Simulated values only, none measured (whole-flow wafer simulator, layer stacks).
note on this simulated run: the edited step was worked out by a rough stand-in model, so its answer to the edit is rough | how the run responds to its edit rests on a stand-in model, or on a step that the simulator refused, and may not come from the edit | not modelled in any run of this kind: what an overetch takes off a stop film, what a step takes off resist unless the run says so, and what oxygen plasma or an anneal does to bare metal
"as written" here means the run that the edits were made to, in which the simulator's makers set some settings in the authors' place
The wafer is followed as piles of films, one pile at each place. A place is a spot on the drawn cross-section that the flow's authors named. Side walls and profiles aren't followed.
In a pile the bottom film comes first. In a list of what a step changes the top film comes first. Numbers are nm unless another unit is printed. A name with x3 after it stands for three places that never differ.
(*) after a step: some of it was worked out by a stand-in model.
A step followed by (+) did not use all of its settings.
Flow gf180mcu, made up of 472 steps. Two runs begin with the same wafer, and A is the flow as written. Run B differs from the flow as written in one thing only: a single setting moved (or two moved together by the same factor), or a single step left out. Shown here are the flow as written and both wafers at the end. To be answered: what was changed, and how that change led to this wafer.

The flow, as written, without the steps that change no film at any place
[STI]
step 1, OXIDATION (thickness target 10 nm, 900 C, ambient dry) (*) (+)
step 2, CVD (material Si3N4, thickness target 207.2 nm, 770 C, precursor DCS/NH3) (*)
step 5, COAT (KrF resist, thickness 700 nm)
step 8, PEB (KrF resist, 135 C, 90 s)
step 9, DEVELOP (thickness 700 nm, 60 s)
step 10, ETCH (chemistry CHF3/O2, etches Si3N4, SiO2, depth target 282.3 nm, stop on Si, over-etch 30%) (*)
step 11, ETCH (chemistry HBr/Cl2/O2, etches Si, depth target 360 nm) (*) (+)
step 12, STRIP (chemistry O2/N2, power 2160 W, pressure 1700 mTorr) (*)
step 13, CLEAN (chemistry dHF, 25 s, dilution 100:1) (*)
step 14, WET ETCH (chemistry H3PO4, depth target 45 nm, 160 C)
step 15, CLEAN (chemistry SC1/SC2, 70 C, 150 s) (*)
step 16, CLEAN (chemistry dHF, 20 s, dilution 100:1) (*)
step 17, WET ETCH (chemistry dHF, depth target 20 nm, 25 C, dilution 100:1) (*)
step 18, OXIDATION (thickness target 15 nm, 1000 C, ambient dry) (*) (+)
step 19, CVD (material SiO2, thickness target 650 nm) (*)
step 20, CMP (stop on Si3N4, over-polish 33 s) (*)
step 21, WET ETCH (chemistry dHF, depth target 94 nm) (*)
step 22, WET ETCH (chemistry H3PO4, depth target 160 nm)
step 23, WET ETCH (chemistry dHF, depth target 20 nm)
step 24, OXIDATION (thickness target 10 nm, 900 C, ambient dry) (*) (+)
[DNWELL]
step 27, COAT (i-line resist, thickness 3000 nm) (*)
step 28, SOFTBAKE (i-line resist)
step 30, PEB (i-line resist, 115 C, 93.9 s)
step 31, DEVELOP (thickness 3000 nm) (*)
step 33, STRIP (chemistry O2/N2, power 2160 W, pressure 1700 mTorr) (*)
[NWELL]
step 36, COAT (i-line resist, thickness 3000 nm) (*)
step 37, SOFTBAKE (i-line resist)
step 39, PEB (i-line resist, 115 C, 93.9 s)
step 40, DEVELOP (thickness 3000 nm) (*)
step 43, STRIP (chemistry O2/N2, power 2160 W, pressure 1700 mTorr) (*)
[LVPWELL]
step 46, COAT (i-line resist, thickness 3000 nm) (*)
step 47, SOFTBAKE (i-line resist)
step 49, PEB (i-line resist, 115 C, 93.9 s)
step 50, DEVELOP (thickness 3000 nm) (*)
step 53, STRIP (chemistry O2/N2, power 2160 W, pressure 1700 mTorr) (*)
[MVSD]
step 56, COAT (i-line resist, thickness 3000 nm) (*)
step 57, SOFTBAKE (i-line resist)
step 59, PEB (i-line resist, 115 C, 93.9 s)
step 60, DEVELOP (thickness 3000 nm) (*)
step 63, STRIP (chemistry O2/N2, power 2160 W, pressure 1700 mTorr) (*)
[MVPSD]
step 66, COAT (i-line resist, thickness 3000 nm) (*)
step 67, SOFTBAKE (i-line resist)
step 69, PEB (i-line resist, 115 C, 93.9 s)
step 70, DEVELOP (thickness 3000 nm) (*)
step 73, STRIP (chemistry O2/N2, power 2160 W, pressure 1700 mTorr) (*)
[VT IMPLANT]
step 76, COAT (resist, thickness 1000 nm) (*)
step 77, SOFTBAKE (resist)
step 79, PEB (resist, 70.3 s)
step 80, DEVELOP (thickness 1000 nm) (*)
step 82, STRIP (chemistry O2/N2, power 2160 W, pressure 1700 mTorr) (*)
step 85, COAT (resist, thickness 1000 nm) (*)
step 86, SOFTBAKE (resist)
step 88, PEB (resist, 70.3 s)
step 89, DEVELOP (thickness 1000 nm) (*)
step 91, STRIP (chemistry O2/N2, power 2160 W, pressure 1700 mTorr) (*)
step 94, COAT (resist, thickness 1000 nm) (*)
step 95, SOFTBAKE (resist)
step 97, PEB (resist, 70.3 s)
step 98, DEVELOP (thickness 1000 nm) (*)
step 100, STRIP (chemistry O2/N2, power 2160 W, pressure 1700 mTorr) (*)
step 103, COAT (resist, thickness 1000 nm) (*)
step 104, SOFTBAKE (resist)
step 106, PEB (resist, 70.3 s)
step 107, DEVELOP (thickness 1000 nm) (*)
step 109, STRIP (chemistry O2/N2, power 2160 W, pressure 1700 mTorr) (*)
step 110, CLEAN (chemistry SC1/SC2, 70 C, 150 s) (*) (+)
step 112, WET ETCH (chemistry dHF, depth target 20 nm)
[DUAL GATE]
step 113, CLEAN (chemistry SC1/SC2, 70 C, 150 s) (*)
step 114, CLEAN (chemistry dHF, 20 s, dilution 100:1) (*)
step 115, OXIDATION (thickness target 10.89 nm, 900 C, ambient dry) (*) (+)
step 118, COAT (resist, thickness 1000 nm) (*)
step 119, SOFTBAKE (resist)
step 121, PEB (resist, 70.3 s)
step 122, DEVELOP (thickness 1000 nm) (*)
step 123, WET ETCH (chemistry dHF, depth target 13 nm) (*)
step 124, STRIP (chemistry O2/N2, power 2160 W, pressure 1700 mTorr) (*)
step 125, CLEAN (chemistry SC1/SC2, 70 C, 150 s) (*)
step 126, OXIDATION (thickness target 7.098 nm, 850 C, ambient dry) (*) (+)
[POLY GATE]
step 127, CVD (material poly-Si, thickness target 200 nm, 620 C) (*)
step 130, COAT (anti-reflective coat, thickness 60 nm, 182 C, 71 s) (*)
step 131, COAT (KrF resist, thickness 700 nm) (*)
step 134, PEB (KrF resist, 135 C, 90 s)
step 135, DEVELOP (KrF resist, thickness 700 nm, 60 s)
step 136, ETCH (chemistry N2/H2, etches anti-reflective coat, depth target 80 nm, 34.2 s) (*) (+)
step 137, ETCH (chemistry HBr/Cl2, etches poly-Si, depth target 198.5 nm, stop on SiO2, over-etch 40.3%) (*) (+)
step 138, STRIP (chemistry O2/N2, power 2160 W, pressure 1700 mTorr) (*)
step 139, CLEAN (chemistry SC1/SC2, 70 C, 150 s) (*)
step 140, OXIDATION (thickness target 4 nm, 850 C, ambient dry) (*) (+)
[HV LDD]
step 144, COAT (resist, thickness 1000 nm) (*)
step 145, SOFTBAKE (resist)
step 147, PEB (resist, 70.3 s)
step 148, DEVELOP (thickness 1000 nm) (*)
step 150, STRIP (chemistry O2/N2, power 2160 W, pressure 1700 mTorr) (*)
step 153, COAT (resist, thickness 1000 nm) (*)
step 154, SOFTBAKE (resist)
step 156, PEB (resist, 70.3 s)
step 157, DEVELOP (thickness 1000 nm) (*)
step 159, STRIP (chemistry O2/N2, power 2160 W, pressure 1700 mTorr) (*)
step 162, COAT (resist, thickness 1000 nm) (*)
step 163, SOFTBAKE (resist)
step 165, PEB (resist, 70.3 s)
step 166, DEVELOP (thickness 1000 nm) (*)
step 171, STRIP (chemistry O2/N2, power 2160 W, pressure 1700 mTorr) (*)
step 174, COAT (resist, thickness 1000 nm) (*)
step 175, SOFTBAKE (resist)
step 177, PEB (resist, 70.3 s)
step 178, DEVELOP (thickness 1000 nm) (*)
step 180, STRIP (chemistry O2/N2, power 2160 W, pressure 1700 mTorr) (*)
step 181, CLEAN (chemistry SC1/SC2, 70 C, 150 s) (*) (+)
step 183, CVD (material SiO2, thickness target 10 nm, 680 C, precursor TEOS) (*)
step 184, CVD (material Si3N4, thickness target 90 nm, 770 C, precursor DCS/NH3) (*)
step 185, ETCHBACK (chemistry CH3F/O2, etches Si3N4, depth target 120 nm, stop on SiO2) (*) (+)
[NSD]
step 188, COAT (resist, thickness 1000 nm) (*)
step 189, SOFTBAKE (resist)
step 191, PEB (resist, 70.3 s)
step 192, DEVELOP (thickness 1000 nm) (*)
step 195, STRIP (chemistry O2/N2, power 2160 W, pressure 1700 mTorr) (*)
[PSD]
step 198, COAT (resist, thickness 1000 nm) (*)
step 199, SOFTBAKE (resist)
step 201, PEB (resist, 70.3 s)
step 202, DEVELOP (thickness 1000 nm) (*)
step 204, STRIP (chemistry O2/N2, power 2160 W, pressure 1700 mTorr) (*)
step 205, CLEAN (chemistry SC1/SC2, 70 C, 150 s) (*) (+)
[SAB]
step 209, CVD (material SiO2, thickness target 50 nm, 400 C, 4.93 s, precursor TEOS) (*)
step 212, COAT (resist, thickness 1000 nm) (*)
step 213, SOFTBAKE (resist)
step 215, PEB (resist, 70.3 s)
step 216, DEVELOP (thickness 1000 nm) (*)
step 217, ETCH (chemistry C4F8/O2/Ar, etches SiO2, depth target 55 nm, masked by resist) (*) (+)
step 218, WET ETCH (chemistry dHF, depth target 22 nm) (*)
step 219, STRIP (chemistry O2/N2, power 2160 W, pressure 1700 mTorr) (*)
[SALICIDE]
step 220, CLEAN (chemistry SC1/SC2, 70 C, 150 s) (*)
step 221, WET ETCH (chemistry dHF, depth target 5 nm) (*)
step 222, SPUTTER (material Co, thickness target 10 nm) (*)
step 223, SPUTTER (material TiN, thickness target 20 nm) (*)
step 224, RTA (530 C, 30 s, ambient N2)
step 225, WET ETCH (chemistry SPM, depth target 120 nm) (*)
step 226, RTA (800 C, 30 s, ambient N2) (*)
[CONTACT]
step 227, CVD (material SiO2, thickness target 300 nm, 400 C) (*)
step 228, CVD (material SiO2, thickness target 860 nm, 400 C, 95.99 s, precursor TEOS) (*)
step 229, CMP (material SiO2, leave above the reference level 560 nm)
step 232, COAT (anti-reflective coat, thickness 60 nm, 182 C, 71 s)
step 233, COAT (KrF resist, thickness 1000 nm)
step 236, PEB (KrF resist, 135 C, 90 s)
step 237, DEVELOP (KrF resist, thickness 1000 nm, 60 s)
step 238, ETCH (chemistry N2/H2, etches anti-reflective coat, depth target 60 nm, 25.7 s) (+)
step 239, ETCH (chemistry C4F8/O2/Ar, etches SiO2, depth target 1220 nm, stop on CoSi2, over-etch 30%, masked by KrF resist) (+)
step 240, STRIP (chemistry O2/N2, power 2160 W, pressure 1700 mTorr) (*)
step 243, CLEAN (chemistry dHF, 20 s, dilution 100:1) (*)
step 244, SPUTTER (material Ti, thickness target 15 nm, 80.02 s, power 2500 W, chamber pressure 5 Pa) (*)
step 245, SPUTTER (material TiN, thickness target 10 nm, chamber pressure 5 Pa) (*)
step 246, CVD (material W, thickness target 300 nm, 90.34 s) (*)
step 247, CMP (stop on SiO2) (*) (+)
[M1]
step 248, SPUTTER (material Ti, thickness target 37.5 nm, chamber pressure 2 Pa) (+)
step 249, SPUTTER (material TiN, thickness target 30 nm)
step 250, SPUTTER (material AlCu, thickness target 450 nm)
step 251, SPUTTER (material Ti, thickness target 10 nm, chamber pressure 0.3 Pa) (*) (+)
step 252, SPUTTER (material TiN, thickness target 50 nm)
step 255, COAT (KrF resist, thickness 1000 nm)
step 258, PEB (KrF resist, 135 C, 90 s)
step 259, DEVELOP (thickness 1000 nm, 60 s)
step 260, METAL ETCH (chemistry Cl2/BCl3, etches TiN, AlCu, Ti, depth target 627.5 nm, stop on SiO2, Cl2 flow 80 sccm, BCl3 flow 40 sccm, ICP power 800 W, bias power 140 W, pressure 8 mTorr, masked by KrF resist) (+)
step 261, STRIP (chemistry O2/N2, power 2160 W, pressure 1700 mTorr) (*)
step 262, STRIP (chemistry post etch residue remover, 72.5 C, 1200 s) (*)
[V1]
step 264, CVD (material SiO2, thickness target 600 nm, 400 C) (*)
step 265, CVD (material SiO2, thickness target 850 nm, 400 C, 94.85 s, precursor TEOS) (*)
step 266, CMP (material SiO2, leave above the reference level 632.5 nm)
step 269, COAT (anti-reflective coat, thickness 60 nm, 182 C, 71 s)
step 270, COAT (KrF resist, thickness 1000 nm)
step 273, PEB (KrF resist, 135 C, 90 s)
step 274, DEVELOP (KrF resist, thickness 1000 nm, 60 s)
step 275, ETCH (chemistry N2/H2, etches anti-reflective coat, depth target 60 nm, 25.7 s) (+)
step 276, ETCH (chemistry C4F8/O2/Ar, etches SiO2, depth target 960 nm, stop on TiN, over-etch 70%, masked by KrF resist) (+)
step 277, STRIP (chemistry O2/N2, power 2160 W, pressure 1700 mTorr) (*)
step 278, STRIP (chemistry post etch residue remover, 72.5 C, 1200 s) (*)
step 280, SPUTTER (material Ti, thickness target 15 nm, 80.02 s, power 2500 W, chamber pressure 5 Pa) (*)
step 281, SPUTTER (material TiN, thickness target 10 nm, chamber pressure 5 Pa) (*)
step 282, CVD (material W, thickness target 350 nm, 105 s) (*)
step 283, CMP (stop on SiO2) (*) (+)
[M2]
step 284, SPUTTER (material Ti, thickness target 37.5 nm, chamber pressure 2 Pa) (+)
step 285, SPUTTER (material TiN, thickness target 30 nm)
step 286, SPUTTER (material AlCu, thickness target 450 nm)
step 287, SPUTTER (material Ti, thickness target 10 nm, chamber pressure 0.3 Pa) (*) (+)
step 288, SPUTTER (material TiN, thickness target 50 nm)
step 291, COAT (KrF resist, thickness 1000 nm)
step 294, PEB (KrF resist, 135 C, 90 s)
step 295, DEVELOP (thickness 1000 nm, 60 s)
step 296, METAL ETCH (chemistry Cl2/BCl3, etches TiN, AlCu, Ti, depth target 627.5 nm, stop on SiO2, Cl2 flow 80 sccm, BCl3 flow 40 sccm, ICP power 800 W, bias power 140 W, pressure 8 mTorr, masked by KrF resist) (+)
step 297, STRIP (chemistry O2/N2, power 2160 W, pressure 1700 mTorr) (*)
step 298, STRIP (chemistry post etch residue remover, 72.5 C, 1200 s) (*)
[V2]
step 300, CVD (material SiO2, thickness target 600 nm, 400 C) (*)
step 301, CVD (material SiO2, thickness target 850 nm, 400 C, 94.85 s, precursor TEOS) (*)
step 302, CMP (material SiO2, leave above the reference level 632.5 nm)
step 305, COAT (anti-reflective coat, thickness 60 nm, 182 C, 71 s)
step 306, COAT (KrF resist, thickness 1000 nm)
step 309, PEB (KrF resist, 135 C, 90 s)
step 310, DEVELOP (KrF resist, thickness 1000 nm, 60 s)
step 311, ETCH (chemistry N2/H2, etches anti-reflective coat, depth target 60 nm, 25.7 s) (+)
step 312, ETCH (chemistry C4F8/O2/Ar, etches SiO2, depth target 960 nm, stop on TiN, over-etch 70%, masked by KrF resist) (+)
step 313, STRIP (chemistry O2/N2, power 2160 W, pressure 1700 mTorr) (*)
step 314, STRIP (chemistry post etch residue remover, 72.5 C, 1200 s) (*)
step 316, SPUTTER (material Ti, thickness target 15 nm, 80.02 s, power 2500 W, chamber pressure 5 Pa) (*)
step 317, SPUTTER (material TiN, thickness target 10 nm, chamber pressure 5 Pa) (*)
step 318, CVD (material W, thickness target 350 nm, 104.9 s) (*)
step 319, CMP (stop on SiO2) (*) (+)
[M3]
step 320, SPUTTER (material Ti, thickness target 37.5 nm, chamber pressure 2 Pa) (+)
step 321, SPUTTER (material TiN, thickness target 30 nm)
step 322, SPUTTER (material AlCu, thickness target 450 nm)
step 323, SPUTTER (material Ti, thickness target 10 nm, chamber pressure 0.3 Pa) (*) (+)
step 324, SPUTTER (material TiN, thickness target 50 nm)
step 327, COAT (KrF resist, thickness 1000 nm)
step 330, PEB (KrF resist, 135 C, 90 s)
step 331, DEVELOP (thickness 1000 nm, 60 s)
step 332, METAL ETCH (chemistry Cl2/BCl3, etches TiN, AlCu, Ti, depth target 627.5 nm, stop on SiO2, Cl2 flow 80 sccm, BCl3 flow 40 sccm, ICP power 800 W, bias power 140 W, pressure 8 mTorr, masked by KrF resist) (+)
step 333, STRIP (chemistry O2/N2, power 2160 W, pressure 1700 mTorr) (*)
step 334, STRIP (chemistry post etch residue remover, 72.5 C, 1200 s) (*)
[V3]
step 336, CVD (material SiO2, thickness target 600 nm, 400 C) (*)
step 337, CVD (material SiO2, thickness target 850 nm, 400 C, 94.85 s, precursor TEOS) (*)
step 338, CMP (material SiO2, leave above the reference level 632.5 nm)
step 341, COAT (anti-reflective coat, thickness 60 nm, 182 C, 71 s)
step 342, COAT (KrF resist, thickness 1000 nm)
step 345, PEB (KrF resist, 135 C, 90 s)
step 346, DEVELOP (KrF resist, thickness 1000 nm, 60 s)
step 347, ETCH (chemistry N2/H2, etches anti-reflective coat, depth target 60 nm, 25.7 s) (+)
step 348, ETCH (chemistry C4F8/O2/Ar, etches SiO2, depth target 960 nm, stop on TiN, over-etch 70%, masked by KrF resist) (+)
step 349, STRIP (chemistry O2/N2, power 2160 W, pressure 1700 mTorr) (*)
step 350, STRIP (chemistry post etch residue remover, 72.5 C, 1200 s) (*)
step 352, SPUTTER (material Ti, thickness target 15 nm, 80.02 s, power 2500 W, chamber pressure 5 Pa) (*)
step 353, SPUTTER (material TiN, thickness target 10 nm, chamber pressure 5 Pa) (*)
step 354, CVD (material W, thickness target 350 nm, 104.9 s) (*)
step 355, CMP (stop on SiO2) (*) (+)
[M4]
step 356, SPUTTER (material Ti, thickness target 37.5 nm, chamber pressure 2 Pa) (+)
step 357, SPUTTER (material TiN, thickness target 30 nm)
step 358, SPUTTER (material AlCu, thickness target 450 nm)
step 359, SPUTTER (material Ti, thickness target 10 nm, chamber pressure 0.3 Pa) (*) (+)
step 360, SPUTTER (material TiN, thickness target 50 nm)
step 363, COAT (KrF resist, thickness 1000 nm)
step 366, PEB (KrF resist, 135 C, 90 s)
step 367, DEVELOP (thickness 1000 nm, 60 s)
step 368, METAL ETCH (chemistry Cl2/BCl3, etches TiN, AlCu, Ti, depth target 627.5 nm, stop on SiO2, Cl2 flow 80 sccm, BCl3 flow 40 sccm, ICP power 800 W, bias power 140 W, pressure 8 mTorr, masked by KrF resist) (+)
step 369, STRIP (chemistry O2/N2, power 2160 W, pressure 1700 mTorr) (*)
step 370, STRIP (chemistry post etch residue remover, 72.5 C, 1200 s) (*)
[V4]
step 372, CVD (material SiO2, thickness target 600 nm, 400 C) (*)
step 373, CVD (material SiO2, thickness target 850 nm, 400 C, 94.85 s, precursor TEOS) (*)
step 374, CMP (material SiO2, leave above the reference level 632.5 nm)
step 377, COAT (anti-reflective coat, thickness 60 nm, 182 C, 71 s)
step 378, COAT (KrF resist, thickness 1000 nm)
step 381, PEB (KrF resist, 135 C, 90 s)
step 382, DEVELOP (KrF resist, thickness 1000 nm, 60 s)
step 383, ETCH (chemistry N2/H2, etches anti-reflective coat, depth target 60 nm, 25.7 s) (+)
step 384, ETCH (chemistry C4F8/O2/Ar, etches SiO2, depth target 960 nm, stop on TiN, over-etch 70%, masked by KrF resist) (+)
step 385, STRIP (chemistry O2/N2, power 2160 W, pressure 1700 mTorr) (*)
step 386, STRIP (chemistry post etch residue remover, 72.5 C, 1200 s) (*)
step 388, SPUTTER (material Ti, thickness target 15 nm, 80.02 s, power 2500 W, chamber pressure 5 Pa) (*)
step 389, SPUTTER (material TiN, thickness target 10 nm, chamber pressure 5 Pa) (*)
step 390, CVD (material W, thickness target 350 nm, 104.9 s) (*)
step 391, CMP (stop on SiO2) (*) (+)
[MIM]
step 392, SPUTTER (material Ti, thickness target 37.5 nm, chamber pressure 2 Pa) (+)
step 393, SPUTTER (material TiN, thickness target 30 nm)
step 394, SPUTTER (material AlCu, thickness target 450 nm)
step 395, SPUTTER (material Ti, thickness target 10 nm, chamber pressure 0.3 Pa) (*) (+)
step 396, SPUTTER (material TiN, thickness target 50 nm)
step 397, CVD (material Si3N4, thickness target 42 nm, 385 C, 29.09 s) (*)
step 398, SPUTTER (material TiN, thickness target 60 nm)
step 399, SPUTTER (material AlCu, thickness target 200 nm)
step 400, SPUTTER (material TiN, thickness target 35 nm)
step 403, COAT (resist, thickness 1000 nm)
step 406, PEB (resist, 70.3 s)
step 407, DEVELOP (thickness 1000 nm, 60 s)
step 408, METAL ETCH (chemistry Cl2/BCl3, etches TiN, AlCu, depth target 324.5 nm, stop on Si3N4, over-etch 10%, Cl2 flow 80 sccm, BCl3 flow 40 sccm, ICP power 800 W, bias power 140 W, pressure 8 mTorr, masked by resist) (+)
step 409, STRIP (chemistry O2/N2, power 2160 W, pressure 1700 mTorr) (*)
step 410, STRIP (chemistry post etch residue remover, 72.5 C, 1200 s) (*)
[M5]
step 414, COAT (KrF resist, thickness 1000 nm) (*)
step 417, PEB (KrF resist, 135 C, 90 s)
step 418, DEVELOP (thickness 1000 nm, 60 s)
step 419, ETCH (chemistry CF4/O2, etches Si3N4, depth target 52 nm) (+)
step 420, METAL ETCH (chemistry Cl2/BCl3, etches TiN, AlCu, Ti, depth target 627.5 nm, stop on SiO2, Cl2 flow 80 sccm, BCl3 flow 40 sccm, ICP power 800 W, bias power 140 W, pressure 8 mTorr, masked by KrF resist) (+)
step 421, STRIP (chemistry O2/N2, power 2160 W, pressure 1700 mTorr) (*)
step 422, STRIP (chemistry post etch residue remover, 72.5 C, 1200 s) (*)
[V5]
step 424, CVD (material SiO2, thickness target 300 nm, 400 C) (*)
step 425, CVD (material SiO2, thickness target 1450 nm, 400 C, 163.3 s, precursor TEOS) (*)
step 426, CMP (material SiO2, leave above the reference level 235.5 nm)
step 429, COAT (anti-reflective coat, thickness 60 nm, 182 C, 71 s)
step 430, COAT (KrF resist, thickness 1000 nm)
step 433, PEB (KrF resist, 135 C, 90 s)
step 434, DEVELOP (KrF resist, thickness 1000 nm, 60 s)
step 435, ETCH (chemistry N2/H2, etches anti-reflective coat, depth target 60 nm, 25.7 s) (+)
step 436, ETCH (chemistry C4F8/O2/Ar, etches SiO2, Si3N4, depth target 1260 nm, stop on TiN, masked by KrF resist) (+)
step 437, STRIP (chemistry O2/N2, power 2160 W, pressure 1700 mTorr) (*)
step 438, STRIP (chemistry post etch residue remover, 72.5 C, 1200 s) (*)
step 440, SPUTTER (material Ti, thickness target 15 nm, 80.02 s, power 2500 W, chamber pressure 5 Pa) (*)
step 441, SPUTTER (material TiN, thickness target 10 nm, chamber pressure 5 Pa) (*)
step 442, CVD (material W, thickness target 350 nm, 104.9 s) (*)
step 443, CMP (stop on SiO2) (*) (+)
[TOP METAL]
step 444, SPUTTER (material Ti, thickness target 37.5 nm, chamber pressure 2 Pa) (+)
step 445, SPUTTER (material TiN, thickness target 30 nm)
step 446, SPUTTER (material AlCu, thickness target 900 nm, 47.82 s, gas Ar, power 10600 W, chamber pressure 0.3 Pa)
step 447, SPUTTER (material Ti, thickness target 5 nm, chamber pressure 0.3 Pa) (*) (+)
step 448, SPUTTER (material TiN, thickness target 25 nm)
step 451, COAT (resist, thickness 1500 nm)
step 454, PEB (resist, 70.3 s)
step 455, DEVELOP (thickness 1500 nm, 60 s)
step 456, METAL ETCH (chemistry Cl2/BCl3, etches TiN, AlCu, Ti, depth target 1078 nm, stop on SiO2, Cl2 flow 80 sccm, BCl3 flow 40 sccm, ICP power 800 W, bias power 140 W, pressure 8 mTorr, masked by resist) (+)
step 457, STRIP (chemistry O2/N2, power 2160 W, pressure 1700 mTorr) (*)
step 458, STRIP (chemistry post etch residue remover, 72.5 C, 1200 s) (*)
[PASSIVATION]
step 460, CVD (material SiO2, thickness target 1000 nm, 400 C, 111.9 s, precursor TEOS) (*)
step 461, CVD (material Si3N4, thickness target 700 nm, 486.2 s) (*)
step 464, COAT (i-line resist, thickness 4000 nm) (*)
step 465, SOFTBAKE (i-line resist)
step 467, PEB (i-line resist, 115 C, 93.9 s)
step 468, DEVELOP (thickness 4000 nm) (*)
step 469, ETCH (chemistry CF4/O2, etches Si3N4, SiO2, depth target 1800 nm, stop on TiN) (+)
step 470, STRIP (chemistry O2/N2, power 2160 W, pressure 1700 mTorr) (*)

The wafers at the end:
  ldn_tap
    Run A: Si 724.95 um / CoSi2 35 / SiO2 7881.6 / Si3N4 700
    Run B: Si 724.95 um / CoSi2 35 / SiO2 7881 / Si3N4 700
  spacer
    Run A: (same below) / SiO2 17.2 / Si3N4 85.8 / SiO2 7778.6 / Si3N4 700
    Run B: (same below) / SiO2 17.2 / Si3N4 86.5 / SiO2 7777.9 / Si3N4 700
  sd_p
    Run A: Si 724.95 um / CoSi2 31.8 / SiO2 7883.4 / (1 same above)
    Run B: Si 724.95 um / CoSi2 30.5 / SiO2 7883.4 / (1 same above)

The reason: step 209, CVD: thickness target 74.5 nm was run, while the flow as written has thickness target 50 nm; step 209, CVD: 7.346 s was run, where the flow has 4.93 s.

The path from the change to this, step by step:
  step 209, CVD (material SiO2, thickness target 50 nm, 400 C, 4.93 s, precursor TEOS) (*)
      field, field__w7, field__w8 and 73 more: A SiO2 gains 50 | B SiO2 gains 73.6
      field_sub__w1, field_sub__w3, field_sub__w4, field_sub__w5, ld_drift_n: A SiO2 gains 48.9 | B SiO2 gains 72
      (and at 28 other places as well)
  step 217, ETCH (chemistry C4F8/O2/Ar, etches SiO2, depth target 55 nm, masked by resist) (*) (+)
      spacer: A SiO2 loses 50 (all of it), Si3N4 loses 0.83 | B SiO2 loses 55
  step 218, WET ETCH (chemistry dHF, depth target 22 nm) (*)
      ldn_tap, ldn_src, ldn_drn, ldp_tap, ldp_src, ldp_drn, ldp_gr: A SiO2 loses 16 (all of it) | B SiO2 loses 37.6
      ld_drn_n, ld_sd_p: A SiO2 loses 14.8 (all of it) | B SiO2 loses 36.3
      (and at 91 other places as well)
  step 219, STRIP (chemistry O2/N2, power 2160 W, pressure 1700 mTorr) (*)
      active_hv, active_nat, ld_sd_n and 11 more: A chemical SiO2 gains 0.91 (new film), Si loses 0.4 | B nothing
  step 221, WET ETCH (chemistry dHF, depth target 5 nm) (*)
      ldn_tap, ldn_src, ldn_drn, ldp_tap, ldp_src, ldp_drn, ldp_gr: A chemical SiO2 loses 0.76 (all of it) | B SiO2 loses 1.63 (all of it)
      active_hv: A chemical SiO2 loses 0.76 (all of it) | B SiO2 loses 1.31 (all of it)
      (and at 6 other places as well)
  step 223, SPUTTER (material TiN, thickness target 20 nm) (*)
      field__w12: A TiN gains 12 (new film) | B TiN gains 12.7 (new film)
      sd_p: A TiN gains 17.9 (new film) | B TiN gains 17.1 (new film)
      (and at 1 other place as well)
  step 224, RTA (530 C, 30 s, ambient N2)
      sd_p: A under 1 film: CoSi gains 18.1 (new film), Co loses 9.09 (all of it), Si loses 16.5 | B under 1 film: CoSi gains 17.4 (new film), Co loses 8.74 (all of it), Si loses 15.8
  step 225, WET ETCH (chemistry SPM, depth target 120 nm) (*)
      field__w12: A TiN loses 12 (all of it), Co loses 6.15 (all of it) | B TiN loses 12.7 (all of it), Co loses 6.45 (all of it)
      sd_p: A TiN loses 17.9 (all of it) | B TiN loses 17.1 (all of it)
      (and at 1 other place as well)
  step 226, RTA (800 C, 30 s, ambient N2) (*)
      sd_p: A CoSi2 gains 31.8 (new film), CoSi loses 18.1 (all of it), Si loses 16.5 | B CoSi2 gains 30.5 (new film), CoSi loses 17.4 (all of it), Si loses 15.8
  step 229, CMP (material SiO2, leave above the reference level 560 nm)
      ldn_sep__w1, ldn_sep__w2, ldn_dft and 8 more: A SiO2 loses 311 | B SiO2 loses 320.4
      sti, mim_1p0, pad, dice_street, iso_nw_fld, iso_fld_sub: A SiO2 loses 296.8 | B SiO2 loses 306.2
      (and at 43 other places as well)
